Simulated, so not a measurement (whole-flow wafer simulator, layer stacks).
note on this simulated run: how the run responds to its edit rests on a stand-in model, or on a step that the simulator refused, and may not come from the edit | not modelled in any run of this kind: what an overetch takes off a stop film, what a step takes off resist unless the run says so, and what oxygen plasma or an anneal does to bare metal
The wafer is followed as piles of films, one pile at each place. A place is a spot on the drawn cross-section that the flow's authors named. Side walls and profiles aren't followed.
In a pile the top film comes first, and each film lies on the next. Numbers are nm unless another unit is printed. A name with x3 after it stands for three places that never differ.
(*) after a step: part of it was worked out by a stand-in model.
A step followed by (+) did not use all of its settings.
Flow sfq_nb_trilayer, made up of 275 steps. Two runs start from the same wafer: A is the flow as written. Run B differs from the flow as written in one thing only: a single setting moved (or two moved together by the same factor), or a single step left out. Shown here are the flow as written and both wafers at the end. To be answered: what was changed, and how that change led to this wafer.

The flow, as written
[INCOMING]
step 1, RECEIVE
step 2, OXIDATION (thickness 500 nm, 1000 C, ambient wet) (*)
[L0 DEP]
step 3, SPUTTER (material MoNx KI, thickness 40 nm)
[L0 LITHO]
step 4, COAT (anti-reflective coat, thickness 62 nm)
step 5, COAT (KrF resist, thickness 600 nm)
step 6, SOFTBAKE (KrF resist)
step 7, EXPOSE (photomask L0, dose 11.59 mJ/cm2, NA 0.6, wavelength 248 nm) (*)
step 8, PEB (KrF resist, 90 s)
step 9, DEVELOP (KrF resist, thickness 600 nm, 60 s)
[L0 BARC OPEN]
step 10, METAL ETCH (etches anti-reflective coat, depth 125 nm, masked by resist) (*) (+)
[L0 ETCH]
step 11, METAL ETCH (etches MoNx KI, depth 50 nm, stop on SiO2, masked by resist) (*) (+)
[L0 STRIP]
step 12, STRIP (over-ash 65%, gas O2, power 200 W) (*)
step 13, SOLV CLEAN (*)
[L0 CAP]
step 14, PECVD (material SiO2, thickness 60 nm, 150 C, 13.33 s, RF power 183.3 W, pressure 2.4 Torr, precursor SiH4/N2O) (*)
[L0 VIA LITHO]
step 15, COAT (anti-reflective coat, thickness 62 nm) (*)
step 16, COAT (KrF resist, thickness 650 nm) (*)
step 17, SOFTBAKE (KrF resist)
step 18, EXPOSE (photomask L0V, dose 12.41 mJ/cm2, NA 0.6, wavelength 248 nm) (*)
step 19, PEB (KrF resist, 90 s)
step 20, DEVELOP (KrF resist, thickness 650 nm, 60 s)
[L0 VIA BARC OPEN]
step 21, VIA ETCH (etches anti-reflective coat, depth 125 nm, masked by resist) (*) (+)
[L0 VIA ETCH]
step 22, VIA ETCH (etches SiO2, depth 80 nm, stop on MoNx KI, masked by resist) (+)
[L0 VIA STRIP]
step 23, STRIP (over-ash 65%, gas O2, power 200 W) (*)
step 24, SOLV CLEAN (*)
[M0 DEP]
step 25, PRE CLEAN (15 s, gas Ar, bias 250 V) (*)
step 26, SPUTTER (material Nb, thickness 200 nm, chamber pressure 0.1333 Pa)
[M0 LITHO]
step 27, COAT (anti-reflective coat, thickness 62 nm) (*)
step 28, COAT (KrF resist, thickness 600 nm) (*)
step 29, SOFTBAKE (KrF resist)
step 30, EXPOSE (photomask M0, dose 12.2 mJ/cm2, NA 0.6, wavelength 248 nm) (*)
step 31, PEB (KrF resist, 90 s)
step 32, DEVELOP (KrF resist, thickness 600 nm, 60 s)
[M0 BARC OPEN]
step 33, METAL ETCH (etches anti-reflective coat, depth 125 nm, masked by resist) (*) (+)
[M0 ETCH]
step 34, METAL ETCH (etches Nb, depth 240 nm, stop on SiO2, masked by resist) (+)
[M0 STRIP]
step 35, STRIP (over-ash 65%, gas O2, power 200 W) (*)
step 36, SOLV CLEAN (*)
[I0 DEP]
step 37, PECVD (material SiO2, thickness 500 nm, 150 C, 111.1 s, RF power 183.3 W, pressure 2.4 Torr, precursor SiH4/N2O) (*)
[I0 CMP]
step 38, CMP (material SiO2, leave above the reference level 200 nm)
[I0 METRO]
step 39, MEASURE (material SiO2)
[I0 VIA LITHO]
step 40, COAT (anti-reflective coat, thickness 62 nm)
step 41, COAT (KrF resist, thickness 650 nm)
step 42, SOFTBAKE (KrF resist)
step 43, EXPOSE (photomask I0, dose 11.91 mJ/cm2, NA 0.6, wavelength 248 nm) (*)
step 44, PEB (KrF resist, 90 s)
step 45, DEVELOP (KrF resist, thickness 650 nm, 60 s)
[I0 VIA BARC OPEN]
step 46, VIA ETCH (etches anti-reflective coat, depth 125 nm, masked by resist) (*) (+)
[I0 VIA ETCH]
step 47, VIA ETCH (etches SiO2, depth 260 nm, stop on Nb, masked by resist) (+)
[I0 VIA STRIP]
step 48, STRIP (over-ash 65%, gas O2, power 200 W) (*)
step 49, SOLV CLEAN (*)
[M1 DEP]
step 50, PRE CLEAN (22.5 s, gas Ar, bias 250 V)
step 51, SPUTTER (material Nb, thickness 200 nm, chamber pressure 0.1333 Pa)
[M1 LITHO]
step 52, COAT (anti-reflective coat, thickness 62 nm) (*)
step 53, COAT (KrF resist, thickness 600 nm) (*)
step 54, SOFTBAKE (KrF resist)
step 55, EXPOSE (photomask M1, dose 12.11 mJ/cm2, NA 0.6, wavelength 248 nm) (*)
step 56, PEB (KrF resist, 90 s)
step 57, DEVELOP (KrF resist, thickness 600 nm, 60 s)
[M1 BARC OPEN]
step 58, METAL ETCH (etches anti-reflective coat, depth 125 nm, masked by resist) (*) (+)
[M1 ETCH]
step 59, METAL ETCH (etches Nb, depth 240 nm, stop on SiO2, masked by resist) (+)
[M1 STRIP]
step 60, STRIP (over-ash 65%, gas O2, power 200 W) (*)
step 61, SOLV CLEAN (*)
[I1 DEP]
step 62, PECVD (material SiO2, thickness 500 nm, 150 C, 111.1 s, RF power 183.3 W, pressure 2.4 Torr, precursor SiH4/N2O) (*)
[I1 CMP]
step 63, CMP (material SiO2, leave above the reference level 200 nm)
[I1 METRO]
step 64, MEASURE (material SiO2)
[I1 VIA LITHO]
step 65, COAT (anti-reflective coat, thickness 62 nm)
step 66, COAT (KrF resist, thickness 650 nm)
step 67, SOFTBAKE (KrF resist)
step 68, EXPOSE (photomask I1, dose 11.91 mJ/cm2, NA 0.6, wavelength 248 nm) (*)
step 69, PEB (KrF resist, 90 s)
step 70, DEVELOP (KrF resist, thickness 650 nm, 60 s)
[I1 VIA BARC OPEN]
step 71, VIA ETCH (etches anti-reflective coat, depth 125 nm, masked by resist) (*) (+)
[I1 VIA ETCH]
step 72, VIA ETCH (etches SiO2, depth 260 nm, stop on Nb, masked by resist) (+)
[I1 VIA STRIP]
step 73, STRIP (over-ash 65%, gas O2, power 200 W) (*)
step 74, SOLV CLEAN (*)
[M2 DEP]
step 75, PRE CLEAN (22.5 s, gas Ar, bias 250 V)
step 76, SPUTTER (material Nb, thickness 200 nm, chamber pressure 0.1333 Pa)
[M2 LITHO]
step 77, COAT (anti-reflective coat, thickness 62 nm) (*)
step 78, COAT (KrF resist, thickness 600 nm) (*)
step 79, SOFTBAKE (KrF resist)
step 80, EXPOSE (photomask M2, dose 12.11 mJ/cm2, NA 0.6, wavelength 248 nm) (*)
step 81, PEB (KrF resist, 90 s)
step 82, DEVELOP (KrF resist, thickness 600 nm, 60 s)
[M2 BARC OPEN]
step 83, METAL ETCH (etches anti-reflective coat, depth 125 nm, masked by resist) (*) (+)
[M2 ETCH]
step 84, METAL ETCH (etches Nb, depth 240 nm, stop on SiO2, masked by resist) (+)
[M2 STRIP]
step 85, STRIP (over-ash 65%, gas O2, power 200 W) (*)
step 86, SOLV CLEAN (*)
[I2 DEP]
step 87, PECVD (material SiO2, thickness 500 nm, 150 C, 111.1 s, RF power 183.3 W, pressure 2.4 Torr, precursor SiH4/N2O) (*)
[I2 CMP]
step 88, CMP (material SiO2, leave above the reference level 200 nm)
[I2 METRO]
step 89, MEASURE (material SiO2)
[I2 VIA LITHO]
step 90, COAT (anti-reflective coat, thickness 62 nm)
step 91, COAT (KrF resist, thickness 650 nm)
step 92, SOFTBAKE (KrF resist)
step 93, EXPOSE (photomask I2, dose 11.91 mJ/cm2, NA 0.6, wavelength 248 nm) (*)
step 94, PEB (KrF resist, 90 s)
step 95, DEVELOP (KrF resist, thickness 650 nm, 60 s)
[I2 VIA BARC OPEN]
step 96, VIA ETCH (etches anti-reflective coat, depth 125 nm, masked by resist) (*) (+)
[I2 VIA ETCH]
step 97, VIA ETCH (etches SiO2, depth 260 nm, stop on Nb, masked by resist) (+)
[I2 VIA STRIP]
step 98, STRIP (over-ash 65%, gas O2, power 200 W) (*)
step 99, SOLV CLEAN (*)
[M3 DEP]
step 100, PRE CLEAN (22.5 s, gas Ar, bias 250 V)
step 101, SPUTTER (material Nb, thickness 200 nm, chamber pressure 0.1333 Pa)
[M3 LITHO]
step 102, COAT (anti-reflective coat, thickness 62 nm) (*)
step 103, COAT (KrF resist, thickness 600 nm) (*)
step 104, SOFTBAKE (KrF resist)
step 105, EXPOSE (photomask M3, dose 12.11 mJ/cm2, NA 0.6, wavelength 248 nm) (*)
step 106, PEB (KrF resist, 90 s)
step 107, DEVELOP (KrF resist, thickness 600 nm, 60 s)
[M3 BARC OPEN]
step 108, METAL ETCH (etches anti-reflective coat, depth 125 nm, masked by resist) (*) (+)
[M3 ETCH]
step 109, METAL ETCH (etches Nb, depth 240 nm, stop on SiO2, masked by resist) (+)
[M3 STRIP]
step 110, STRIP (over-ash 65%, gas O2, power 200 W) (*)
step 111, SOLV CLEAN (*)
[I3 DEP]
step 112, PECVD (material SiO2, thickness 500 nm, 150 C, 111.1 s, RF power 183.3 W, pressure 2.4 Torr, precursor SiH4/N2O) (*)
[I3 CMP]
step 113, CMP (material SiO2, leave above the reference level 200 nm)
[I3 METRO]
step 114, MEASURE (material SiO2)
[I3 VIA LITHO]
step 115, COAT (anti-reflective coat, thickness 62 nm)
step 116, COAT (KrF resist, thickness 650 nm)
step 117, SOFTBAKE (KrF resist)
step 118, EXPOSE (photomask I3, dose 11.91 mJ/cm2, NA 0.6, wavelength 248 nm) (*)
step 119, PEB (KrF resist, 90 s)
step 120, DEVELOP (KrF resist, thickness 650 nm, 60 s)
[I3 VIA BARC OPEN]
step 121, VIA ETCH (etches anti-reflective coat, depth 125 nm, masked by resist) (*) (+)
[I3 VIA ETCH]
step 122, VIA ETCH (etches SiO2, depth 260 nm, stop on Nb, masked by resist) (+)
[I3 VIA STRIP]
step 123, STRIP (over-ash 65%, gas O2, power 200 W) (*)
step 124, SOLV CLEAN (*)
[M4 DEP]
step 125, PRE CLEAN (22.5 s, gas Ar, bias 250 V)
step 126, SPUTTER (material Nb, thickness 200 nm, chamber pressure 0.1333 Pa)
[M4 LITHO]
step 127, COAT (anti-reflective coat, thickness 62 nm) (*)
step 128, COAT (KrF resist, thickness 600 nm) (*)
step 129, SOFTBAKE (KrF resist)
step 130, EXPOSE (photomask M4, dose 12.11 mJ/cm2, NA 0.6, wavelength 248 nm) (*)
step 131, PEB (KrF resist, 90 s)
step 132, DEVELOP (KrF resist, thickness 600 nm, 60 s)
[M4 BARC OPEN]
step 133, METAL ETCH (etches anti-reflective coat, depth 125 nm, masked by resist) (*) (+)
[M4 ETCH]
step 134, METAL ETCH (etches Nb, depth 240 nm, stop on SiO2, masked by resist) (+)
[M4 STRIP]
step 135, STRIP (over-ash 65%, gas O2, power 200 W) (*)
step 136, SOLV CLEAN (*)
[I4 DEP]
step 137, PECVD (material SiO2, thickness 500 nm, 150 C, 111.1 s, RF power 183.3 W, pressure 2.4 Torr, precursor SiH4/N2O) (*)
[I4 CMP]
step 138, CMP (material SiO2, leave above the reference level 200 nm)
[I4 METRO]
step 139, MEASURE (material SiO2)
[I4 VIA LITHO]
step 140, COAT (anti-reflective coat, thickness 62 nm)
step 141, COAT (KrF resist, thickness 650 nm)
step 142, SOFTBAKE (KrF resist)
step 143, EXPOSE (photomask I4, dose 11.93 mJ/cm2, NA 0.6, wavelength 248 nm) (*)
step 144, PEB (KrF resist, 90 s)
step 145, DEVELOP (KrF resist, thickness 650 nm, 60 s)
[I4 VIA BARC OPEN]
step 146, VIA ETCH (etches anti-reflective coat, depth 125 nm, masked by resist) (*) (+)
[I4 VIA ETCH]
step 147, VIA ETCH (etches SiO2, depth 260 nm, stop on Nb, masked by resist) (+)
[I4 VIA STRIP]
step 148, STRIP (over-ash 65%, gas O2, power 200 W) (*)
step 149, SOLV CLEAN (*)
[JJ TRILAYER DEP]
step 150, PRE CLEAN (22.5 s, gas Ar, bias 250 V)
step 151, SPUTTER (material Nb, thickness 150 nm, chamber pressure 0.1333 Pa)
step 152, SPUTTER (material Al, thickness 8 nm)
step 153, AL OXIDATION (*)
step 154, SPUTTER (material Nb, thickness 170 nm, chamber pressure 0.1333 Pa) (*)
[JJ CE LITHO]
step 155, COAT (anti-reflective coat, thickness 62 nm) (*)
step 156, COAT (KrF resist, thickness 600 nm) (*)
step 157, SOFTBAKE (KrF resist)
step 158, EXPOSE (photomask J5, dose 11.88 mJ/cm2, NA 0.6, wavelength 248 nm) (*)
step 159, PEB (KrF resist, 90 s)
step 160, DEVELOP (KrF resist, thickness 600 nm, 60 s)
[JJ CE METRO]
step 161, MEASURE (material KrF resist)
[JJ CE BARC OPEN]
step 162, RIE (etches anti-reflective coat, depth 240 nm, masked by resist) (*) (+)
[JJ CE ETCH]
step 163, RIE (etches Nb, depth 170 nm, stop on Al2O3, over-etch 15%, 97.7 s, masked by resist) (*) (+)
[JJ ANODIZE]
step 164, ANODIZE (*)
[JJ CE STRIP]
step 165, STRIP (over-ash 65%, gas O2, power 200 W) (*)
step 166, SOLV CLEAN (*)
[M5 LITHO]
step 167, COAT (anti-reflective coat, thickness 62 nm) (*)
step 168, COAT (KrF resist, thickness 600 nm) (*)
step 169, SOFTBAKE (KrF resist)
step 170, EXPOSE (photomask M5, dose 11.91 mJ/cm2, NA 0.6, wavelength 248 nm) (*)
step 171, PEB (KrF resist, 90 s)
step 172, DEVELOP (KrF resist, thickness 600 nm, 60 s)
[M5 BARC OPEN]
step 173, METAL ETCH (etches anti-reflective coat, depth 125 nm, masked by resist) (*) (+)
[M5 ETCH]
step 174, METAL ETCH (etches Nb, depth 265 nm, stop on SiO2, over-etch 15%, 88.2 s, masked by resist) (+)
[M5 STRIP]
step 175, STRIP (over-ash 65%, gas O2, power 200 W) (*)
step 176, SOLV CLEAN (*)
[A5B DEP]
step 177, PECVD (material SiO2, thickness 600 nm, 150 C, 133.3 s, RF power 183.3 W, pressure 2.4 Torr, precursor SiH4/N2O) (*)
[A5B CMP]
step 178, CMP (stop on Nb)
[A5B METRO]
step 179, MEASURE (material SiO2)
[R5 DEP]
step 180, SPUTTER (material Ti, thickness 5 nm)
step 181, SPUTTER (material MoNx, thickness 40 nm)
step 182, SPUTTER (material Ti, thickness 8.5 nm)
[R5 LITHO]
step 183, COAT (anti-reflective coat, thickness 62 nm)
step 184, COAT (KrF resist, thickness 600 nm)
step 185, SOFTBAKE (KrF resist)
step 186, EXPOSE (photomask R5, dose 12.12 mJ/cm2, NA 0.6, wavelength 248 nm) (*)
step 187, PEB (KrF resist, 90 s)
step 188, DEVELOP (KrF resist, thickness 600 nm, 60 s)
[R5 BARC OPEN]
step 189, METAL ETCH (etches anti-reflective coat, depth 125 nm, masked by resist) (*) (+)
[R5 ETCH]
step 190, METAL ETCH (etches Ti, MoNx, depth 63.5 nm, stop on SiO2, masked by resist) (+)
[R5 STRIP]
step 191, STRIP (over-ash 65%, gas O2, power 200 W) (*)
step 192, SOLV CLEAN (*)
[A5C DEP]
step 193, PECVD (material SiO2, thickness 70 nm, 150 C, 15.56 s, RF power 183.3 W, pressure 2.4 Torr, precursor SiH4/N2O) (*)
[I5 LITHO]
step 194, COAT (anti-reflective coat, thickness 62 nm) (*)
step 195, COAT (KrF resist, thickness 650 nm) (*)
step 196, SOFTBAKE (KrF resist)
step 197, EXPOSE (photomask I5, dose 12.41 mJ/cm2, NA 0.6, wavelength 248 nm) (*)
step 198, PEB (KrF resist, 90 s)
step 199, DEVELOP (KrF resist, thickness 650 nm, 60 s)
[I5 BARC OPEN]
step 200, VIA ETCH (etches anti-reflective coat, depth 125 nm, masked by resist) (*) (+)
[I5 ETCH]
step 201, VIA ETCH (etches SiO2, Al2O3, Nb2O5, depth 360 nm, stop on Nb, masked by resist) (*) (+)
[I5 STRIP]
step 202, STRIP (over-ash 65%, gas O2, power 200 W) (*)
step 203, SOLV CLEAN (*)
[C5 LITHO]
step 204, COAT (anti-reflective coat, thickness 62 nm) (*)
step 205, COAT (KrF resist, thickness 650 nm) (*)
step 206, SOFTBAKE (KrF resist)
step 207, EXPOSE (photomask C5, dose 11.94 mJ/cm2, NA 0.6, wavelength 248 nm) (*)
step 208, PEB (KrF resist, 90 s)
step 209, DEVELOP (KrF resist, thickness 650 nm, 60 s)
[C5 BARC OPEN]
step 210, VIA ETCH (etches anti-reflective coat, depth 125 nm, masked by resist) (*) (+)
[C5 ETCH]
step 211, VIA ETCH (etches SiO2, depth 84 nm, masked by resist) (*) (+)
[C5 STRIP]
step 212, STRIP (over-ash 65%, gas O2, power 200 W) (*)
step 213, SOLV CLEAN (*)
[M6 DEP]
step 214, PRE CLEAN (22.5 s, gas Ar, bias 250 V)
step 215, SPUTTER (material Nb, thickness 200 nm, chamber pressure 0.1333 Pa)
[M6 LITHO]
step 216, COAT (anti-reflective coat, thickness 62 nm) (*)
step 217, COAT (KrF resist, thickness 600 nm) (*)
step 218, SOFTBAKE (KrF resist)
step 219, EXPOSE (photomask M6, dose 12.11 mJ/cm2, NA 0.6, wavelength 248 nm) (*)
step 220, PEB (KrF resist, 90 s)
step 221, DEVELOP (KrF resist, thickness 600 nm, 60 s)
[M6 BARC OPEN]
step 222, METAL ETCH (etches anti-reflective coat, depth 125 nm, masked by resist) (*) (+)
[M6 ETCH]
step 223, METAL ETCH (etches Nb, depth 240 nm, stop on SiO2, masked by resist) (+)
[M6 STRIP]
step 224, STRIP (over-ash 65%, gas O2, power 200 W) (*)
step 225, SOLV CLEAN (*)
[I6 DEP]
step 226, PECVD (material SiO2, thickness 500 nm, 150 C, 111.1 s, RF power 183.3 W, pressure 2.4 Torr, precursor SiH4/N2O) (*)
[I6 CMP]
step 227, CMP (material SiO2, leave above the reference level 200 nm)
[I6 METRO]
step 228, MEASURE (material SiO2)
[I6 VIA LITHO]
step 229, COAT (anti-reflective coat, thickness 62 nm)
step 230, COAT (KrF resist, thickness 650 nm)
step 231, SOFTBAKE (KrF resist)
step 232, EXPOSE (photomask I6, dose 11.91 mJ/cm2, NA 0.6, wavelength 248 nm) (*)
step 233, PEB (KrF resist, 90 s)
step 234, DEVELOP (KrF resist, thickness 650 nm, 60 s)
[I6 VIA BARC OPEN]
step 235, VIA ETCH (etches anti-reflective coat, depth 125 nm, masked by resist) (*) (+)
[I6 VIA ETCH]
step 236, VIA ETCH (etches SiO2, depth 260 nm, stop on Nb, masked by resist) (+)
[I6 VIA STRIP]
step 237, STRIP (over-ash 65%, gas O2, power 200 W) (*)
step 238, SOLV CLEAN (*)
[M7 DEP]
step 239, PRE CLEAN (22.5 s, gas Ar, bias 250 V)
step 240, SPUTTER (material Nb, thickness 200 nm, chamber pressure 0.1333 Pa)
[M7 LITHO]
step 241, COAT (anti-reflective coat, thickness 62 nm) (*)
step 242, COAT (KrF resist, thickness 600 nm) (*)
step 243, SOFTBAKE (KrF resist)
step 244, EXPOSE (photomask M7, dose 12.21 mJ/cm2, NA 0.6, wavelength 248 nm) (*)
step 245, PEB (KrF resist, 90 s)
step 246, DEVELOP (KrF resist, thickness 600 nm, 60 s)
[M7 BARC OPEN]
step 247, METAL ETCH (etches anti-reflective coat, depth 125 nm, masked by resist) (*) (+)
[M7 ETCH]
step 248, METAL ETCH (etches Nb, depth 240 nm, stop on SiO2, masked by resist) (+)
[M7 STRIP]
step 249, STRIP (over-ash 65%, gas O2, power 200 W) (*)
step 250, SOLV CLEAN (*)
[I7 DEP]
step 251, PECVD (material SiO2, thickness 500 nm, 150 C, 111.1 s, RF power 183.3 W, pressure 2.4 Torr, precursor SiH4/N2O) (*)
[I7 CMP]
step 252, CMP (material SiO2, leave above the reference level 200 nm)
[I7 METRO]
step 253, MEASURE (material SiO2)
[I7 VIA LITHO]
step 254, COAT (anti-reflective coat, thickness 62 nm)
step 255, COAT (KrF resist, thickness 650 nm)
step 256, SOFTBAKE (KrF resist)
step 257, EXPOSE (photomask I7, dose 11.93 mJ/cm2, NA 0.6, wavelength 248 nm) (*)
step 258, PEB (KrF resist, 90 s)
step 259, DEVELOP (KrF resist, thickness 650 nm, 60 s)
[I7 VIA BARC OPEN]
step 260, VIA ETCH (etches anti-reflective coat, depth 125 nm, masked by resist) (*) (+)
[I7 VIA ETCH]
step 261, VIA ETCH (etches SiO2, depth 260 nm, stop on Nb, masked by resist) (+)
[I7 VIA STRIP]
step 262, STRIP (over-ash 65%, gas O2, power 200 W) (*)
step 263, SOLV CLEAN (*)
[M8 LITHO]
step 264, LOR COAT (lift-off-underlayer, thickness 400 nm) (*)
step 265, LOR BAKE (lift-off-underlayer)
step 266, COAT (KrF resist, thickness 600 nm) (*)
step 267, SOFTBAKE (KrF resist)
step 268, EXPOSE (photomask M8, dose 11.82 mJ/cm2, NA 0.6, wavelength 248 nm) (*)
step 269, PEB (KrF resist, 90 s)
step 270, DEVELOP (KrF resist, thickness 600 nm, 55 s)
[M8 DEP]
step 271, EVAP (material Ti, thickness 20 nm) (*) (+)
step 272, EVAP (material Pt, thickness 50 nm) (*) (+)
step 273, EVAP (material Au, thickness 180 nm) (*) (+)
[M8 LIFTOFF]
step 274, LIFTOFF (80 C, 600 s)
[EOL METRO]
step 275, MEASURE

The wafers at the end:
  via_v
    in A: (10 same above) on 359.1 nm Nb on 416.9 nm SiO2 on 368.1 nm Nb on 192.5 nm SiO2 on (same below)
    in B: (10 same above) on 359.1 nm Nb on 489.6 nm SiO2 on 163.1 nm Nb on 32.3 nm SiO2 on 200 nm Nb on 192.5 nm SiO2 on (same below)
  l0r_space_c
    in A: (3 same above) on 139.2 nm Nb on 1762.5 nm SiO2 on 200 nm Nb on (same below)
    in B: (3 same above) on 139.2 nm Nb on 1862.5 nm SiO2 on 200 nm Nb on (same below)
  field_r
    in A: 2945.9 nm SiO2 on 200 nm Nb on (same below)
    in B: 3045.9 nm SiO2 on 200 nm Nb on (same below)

The reason: step 63, CMP: leave above the reference level 300 nm was run, whereas the flow has leave above the reference level 200 nm.

The path from the change to this, step by step:
  step 63, CMP (material SiO2, leave above the reference level 200 nm)
      field_l, be, be_sur and 72 more: A -100 SiO2 | B nothing
      lsp_m, ln_m6, lsp_r, l0_sur, l0v: A -94.9 SiO2 | B nothing
      (as well as at 26 more places)
  step 72, VIA ETCH (etches SiO2, depth 260 nm, stop on Nb, masked by resist) (+)
      via_v: A -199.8 SiO2 (all of it) | B -260 SiO2
  step 75, PRE CLEAN (22.5 s, gas Ar, bias 250 V)
      via_v: A -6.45 Nb | B -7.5 SiO2
  step 76, SPUTTER (material Nb, thickness 200 nm, chamber pressure 0.1333 Pa)
      via_v: A +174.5 Nb | B +163.1 Nb (new film)
  step 77, COAT (anti-reflective coat, thickness 62 nm) (*)
      via_sp: A +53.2 anti-reflective coat (new film) | B +51.9 anti-reflective coat (new film)
      via_v: A +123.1 anti-reflective coat (new film) | B +136.1 anti-reflective coat (new film)
      (as well as at 1 more place)
  step 78, COAT (KrF resist, thickness 600 nm) (*)
      via_v: A +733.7 KrF resist (new film) | B +783.4 KrF resist (new film)
  step 85, STRIP (over-ash 65%, gas O2, power 200 W) (*)
      via_sp: A -374.4 KrF resist (all of it), -53.2 anti-reflective coat (all of it) | B -370.3 KrF resist (all of it), -51.9 anti-reflective coat (all of it)
      via_v: A -515.8 KrF resist (all of it), -123.1 anti-reflective coat (all of it) | B -565.3 KrF resist (all of it), -136.1 anti-reflective coat (all of it)
      (as well as at 1 more place)
  step 87, PECVD (material SiO2, thickness 500 nm, 150 C, 111.1 s, RF power 183.3 W, pressure 2.4 Torr, precursor SiH4/N2O) (*)
      via_v: A +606 SiO2 (new film) | B +678.7 SiO2 (new film)
  step 88, CMP (material SiO2, leave above the reference level 200 nm)
      lsp_m, ln_m6, lsp_r, l0_sur, l0v: A -100 SiO2 | B -94.9 SiO2
With metal films that touch counted as one body, via_v has 7 bodies (between them, from the top down: SiO2 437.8; SiO2 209 / Al2O3 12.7 / Nb2O5 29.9; SiO2 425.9; SiO2 489.6; SiO2 32.3; SiO2 192.5); the flow as written gives 6 bodies (between them, from the top down: SiO2 437.8; SiO2 209 / Al2O3 12.7 / Nb2O5 29.9; SiO2 425.9; SiO2 416.9; SiO2 192.5).
